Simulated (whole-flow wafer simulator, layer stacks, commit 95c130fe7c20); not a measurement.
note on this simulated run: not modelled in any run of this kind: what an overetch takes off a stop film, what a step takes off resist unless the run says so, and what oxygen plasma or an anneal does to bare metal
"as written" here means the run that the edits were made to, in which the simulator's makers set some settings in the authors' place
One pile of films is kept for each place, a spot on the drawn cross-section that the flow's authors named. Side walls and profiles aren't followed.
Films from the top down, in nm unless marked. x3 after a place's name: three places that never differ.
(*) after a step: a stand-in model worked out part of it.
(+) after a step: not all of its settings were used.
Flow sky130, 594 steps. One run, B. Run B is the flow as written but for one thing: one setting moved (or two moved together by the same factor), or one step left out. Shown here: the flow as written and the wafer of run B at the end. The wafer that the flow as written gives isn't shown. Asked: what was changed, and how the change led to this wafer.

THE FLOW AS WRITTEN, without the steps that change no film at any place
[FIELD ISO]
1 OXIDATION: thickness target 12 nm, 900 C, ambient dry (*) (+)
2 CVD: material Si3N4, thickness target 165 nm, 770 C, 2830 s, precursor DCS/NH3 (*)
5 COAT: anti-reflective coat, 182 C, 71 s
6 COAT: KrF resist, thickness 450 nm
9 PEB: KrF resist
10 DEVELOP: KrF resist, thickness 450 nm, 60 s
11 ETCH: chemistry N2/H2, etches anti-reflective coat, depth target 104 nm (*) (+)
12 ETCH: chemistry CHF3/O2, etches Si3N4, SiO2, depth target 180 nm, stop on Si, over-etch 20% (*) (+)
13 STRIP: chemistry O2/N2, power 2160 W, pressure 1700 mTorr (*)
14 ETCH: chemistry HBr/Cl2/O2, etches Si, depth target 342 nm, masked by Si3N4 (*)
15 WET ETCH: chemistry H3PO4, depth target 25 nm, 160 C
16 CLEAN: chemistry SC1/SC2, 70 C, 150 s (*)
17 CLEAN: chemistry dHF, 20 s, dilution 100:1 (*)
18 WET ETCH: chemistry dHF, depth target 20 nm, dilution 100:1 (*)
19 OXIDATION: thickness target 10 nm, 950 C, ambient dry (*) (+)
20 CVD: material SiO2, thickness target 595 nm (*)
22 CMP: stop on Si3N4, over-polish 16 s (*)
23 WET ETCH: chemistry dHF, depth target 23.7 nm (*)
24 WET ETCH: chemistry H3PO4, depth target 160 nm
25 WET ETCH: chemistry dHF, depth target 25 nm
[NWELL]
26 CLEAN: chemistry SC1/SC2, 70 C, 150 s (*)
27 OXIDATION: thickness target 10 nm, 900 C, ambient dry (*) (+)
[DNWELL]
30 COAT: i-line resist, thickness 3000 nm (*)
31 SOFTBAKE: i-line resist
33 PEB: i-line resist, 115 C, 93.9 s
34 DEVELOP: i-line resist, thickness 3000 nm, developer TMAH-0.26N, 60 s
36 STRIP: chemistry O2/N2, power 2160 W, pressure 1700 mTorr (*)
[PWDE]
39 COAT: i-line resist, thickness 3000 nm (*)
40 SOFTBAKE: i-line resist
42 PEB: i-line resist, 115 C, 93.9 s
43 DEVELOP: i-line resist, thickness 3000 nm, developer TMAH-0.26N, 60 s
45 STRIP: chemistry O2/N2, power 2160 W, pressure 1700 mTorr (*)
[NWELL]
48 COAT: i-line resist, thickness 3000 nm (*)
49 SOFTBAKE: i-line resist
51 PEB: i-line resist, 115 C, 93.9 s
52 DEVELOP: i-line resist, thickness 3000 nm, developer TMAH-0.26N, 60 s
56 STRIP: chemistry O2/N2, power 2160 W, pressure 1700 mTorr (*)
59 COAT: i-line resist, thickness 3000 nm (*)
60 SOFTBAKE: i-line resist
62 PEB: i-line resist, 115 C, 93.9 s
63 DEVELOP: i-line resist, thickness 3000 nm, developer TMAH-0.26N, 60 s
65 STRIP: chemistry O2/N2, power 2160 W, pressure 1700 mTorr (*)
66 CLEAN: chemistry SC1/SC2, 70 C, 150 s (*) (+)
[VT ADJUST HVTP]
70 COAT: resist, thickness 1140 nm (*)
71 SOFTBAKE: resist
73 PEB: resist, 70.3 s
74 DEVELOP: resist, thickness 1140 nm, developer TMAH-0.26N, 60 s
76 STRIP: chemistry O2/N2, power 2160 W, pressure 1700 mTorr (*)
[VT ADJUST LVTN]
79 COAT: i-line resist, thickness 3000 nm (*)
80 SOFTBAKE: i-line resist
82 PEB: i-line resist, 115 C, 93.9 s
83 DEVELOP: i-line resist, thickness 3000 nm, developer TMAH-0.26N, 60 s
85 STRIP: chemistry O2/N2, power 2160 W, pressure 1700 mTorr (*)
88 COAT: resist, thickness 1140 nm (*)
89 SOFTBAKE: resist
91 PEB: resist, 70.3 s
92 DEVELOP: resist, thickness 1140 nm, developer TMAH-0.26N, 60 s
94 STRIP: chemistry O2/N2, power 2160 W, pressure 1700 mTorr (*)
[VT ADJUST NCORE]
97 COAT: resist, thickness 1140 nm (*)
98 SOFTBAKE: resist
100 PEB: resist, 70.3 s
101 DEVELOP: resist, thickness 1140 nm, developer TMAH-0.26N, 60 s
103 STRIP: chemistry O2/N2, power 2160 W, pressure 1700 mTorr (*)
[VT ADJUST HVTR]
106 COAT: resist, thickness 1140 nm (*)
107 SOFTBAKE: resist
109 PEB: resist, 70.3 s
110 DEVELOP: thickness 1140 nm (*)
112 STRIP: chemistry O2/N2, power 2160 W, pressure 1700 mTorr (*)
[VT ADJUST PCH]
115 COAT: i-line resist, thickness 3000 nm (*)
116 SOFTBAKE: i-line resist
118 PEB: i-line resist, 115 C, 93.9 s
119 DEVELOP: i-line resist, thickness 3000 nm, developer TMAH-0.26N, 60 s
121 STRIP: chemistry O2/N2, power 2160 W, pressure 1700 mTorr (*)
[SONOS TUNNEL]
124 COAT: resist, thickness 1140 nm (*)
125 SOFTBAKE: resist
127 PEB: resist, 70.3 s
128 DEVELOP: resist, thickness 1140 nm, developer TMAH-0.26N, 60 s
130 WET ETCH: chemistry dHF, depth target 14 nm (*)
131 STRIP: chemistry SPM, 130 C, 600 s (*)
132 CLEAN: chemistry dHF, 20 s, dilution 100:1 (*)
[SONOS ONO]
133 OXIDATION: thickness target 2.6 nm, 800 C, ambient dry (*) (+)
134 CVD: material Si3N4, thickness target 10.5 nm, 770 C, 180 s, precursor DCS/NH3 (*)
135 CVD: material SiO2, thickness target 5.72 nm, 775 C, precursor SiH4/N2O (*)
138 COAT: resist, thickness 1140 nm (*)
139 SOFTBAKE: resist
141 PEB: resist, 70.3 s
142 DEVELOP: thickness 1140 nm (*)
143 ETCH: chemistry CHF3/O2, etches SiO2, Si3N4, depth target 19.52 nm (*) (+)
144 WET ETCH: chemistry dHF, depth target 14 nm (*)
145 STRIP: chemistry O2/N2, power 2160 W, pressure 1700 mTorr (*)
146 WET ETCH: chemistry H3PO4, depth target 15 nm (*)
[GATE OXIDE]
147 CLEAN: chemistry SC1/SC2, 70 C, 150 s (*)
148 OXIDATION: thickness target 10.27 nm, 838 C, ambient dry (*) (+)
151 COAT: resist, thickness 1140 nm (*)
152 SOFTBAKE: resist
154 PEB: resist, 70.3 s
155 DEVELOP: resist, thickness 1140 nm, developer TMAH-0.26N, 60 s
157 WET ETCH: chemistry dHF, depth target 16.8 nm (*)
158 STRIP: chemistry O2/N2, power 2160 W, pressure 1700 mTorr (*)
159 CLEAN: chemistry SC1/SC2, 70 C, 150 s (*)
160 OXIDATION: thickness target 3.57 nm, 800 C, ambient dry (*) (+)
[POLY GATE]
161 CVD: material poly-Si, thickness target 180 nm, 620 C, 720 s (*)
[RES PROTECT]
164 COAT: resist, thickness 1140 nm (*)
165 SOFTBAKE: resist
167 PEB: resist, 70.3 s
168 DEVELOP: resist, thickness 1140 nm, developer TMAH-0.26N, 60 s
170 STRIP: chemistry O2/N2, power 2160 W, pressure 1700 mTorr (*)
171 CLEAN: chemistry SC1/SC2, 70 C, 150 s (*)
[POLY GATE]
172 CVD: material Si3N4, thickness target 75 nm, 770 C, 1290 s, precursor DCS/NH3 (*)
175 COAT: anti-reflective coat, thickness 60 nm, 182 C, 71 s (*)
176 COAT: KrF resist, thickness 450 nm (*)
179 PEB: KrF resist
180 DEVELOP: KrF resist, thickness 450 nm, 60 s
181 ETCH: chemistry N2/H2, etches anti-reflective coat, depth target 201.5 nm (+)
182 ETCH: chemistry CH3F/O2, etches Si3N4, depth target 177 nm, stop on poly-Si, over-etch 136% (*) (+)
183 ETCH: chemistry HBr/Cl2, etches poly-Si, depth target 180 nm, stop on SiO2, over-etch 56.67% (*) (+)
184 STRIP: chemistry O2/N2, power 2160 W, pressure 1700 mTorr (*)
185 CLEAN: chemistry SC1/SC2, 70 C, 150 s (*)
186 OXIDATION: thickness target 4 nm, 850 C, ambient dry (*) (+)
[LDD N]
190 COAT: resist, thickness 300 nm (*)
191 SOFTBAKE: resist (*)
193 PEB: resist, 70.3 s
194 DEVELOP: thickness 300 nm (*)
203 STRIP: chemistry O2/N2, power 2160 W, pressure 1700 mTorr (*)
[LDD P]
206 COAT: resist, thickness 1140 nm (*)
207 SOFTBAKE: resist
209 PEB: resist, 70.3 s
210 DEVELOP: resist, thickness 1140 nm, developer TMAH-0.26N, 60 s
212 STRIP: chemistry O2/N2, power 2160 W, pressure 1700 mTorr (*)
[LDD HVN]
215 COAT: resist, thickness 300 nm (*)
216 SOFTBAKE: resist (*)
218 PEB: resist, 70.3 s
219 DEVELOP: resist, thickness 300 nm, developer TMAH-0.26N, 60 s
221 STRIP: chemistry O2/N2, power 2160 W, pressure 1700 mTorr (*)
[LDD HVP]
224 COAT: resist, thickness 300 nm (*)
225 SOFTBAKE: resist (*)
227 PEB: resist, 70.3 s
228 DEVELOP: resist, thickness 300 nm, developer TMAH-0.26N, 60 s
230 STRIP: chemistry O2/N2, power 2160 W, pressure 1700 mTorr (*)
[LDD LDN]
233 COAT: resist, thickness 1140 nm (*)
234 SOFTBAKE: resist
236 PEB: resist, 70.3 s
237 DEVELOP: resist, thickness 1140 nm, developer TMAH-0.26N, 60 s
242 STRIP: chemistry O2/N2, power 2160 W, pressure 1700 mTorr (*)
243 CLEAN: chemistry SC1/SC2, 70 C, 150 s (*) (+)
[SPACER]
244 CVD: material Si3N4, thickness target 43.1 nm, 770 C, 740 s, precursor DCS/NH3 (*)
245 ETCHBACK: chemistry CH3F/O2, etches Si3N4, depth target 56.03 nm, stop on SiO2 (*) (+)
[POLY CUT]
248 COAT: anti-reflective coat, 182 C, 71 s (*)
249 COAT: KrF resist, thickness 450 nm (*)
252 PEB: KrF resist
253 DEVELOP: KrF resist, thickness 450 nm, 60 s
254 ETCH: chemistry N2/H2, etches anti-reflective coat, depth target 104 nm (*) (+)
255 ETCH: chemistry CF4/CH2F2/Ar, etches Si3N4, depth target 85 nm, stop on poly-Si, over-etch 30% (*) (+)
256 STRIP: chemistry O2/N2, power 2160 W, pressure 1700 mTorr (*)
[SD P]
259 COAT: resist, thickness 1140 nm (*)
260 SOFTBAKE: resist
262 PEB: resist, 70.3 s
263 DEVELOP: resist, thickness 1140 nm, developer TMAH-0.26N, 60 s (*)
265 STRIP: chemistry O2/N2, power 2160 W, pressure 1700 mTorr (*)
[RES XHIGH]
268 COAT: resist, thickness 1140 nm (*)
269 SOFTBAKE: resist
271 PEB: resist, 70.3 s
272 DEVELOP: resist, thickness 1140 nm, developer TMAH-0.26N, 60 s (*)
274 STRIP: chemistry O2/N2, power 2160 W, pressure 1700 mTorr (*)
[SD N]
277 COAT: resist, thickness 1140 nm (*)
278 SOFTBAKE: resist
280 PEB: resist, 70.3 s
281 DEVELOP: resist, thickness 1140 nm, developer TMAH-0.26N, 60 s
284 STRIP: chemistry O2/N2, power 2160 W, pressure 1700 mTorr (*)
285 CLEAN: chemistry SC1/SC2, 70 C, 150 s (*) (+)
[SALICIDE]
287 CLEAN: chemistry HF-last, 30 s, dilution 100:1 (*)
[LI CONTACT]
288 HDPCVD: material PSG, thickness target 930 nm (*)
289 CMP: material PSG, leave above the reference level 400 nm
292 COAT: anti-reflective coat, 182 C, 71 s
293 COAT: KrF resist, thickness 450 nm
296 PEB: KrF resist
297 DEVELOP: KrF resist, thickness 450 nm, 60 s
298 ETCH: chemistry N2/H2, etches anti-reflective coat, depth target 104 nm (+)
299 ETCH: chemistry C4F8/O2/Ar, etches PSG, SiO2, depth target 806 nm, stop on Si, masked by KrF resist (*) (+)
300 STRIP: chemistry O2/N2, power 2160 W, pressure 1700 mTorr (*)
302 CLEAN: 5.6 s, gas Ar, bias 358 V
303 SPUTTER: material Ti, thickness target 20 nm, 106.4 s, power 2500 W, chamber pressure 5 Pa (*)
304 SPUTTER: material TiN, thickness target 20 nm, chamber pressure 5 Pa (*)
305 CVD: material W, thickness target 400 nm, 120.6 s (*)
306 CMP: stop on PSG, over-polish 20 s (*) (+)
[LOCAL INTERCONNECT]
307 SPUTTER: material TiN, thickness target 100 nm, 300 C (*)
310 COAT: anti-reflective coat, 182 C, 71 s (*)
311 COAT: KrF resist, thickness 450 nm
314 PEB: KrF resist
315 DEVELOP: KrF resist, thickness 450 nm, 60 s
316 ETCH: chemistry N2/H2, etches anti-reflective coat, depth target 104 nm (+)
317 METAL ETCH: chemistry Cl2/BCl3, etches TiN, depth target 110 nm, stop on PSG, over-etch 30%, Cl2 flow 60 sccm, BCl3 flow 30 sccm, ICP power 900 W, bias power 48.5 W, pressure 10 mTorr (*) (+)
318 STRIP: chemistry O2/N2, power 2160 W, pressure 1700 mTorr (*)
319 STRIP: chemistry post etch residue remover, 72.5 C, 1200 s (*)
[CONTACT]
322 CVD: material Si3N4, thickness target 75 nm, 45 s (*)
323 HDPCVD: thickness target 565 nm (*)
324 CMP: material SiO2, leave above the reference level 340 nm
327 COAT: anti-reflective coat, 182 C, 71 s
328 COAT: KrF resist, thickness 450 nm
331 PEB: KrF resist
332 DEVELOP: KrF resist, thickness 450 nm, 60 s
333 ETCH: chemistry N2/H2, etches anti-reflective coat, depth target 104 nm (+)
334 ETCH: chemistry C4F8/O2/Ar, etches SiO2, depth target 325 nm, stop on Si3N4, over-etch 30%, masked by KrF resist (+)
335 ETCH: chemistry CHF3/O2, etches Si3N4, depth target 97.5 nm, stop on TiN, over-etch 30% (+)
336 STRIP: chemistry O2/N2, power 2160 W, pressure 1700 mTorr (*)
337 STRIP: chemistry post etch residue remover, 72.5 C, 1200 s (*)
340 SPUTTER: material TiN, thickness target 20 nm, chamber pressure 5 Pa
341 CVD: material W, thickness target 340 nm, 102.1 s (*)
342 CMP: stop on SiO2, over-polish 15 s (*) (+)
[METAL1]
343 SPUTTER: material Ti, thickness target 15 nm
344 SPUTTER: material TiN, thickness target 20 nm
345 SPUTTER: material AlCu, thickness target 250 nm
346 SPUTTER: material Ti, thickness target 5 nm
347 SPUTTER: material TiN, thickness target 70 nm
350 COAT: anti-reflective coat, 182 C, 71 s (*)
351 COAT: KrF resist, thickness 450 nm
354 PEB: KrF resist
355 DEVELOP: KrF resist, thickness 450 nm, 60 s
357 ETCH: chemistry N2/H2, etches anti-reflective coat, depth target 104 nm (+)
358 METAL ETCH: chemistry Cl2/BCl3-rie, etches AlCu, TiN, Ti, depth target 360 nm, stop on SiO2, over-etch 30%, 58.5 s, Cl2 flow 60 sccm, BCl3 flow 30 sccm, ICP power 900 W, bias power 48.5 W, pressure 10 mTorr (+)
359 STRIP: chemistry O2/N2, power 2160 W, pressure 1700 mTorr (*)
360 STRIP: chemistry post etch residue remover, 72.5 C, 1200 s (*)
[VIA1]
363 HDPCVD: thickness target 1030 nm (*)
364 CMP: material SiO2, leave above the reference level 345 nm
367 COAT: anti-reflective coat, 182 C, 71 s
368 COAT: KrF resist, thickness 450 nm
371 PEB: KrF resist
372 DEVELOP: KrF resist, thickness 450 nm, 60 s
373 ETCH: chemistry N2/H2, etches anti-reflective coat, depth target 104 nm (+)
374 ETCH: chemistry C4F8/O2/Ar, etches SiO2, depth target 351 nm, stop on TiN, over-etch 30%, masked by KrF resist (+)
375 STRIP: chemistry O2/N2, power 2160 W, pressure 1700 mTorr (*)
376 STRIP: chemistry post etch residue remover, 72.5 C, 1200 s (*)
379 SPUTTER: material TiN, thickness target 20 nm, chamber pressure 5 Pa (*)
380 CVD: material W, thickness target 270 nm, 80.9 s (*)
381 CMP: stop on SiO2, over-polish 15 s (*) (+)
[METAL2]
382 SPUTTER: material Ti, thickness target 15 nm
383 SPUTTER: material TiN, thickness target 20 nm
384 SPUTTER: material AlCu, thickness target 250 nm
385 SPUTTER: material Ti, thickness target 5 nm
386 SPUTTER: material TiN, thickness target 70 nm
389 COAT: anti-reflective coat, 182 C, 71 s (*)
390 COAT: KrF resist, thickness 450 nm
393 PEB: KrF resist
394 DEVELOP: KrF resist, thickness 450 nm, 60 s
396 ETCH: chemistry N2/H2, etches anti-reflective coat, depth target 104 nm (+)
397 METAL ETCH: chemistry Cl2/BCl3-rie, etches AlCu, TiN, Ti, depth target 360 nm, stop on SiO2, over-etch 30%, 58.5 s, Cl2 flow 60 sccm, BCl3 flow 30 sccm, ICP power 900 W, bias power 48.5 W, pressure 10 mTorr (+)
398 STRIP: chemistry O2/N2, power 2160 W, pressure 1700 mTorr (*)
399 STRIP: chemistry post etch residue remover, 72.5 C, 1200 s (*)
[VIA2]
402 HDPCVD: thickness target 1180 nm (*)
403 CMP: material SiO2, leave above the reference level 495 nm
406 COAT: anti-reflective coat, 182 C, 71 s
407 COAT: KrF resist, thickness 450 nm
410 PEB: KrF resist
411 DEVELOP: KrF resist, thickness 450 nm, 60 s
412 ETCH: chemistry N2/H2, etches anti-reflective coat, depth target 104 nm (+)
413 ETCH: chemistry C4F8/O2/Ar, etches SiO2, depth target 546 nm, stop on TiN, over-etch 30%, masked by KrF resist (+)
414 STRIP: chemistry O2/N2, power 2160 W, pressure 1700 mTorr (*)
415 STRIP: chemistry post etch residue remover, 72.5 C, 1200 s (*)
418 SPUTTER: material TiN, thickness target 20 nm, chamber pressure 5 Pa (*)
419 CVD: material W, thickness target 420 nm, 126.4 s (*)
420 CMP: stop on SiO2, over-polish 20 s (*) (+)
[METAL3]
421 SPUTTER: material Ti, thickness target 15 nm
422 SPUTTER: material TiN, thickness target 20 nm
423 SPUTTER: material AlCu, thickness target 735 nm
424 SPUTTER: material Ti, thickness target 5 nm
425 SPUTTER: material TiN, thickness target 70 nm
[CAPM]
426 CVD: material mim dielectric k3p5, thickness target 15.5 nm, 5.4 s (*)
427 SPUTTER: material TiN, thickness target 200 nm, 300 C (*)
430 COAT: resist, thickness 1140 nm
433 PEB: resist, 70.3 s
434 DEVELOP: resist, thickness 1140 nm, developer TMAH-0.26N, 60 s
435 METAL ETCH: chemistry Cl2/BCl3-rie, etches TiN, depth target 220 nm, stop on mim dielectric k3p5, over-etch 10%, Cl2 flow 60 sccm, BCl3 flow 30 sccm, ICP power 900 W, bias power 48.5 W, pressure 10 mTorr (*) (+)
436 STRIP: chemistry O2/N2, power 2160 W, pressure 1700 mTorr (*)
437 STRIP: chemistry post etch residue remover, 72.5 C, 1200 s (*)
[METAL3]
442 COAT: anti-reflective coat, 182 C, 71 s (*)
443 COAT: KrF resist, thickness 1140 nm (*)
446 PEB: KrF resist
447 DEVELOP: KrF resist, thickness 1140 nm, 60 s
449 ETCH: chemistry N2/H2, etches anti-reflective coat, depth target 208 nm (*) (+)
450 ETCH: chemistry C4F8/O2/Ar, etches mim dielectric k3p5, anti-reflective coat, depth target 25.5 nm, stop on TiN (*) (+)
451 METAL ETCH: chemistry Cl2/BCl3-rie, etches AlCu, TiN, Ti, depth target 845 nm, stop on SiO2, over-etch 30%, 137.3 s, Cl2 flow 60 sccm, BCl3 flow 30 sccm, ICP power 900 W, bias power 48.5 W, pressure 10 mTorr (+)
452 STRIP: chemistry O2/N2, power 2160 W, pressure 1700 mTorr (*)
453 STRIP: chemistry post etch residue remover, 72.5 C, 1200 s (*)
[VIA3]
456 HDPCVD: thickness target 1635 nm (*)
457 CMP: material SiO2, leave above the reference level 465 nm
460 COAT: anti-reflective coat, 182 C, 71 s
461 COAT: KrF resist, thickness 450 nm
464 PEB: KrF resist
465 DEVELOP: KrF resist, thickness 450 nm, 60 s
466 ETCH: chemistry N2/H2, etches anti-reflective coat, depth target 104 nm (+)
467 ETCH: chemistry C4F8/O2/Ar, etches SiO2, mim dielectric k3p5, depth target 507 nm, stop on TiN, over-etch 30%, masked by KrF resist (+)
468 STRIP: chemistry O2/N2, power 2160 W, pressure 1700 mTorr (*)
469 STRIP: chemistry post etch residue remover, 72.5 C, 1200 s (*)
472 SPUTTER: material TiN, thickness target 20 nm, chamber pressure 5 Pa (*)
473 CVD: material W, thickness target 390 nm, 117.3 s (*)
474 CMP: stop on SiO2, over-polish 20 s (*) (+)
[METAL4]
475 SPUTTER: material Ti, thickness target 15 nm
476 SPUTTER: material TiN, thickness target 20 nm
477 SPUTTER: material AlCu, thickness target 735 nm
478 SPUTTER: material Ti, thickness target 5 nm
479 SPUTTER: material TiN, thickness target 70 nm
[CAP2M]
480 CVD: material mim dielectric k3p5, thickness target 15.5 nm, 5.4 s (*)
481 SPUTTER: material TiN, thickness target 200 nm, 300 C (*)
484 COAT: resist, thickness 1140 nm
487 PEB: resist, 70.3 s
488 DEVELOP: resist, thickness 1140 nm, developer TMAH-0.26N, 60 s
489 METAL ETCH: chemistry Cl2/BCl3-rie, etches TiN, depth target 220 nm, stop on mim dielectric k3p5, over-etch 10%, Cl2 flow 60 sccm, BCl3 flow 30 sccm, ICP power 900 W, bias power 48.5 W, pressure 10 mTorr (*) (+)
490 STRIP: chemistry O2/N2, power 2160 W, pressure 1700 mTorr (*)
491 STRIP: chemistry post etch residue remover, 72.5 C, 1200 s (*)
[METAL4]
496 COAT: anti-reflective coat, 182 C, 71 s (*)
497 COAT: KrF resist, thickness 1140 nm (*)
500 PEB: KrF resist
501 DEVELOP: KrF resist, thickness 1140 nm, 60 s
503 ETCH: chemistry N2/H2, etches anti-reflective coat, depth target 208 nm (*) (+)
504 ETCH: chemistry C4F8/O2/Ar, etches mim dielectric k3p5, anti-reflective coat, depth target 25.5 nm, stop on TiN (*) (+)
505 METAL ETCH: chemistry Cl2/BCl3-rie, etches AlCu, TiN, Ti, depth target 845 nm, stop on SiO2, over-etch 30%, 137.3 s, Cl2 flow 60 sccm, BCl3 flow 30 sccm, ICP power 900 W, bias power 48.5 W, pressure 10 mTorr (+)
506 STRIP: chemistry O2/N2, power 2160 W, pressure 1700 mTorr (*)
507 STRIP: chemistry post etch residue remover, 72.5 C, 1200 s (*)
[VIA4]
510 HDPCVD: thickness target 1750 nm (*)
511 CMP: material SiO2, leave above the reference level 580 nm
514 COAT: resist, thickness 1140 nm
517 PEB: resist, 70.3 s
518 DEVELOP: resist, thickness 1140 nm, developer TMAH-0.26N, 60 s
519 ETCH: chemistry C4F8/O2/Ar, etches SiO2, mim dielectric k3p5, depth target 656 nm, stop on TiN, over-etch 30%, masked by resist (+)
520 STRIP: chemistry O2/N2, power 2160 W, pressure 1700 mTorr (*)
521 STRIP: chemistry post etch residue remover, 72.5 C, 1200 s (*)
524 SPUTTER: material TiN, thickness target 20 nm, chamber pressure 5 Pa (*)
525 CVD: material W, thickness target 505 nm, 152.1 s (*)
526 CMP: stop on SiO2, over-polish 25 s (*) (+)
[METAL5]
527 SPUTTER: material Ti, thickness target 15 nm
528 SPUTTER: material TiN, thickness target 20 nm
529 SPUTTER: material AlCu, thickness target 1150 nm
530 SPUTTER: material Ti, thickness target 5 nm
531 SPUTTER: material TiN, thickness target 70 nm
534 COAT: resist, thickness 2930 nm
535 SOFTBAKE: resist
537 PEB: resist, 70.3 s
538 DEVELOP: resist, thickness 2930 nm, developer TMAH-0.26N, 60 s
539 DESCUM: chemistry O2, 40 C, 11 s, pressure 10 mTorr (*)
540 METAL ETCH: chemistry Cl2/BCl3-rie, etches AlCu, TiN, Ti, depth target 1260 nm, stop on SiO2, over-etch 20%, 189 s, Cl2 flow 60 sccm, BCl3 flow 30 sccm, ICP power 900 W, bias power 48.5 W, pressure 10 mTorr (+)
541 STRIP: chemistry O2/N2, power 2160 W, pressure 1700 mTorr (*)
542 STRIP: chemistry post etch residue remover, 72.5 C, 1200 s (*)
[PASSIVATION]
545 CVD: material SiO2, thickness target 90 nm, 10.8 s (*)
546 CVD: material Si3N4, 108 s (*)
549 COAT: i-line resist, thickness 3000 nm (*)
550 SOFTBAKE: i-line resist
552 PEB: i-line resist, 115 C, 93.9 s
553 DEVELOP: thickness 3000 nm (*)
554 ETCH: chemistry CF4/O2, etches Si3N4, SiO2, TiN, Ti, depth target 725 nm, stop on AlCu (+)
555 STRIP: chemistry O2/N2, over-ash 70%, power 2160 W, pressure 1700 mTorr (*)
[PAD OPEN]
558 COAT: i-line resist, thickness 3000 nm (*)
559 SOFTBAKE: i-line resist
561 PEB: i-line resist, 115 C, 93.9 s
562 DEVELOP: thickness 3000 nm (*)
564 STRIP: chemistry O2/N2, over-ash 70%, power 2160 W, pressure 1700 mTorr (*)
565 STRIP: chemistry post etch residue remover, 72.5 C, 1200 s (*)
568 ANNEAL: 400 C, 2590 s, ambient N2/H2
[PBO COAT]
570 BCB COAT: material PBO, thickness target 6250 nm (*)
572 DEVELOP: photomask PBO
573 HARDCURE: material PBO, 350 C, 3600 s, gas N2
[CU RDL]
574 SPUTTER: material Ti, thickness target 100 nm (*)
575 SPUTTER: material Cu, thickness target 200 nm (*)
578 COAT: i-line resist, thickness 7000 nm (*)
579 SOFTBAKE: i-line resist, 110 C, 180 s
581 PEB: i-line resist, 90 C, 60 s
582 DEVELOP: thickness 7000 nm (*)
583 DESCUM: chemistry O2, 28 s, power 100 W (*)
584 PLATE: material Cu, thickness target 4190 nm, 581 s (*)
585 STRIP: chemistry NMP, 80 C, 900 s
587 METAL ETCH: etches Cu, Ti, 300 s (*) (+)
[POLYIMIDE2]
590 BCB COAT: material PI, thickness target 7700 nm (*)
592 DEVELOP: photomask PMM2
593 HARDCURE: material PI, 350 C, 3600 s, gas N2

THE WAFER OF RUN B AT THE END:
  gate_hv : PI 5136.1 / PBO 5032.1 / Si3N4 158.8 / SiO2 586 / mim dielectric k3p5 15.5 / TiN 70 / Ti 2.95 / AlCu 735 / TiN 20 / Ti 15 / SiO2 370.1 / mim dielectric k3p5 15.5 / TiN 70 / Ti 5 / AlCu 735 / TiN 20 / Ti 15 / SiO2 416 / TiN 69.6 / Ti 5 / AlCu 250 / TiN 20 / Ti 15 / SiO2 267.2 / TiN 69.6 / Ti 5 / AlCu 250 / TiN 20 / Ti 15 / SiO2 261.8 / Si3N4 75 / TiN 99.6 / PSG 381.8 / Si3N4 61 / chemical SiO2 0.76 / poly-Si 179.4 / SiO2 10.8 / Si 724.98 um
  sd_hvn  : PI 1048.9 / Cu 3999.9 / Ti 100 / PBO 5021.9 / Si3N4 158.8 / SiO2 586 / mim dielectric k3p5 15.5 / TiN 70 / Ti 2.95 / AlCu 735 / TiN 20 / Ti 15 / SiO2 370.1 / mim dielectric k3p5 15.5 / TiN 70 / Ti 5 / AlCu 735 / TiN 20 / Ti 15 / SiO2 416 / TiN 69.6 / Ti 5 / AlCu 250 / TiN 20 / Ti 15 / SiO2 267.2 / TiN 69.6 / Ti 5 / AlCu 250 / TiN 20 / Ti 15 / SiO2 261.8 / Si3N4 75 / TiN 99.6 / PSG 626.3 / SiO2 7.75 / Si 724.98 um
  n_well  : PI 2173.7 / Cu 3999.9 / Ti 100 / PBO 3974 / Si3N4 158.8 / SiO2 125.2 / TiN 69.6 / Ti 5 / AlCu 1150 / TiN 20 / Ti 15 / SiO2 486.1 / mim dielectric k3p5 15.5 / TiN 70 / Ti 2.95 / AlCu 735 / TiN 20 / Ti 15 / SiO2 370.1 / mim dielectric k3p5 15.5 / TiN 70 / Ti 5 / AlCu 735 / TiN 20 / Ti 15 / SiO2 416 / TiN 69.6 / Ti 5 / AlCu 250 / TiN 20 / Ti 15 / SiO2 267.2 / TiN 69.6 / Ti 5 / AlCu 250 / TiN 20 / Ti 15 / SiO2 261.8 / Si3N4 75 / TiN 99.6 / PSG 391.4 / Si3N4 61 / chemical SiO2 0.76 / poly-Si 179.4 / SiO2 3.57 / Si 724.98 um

The cause: step 478, SPUTTER: thickness target 2.95 nm was run, where the flow has thickness target 5 nm.
It can be read off the wafer: gate_hv has Ti 2.95, and step 478 as written asks for 5 nm.

How the change led to this, step by step:
  478 SPUTTER: material Ti, thickness target 5 nm
      field, active, n_well and 189 more: Ti +2.95 (new film) (as written it would be: Ti +5 (new film))
  505 METAL ETCH: chemistry Cl2/BCl3-rie, etches AlCu, TiN, Ti, depth target 845 nm, stop on SiO2, over-etch 30%, 137.3 s, Cl2 flow 60 sccm, BCl3 flow 30 sccm, ICP power 900 W, bias power 48.5 W, pressure 10 mTorr (+)
      field, gate, spacer and 68 more: TiN -70 (all of it), Ti -2.95 (all of it), AlCu -735 (all of it), TiN -20 (all of it), Ti -15 (all of it), SiO2 -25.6 (as written it would be: TiN -70 (all of it), Ti -5 (all of it), AlCu -735 (all of it), TiN -20 (all of it), Ti -15 (all of it), SiO2 -25.4)
      active, vpp_iso1, mim_edge_plate and 14 more: TiN -70 (all of it), Ti -2.95 (all of it), AlCu -735 (all of it), TiN -20 (all of it), Ti -15 (all of it), SiO2 -25.6 (as written it would be: TiN -70 (all of it), Ti -5 (all of it), AlCu -735 (all of it), TiN -20 (all of it), Ti -15 (all of it), SiO2 -25.3)
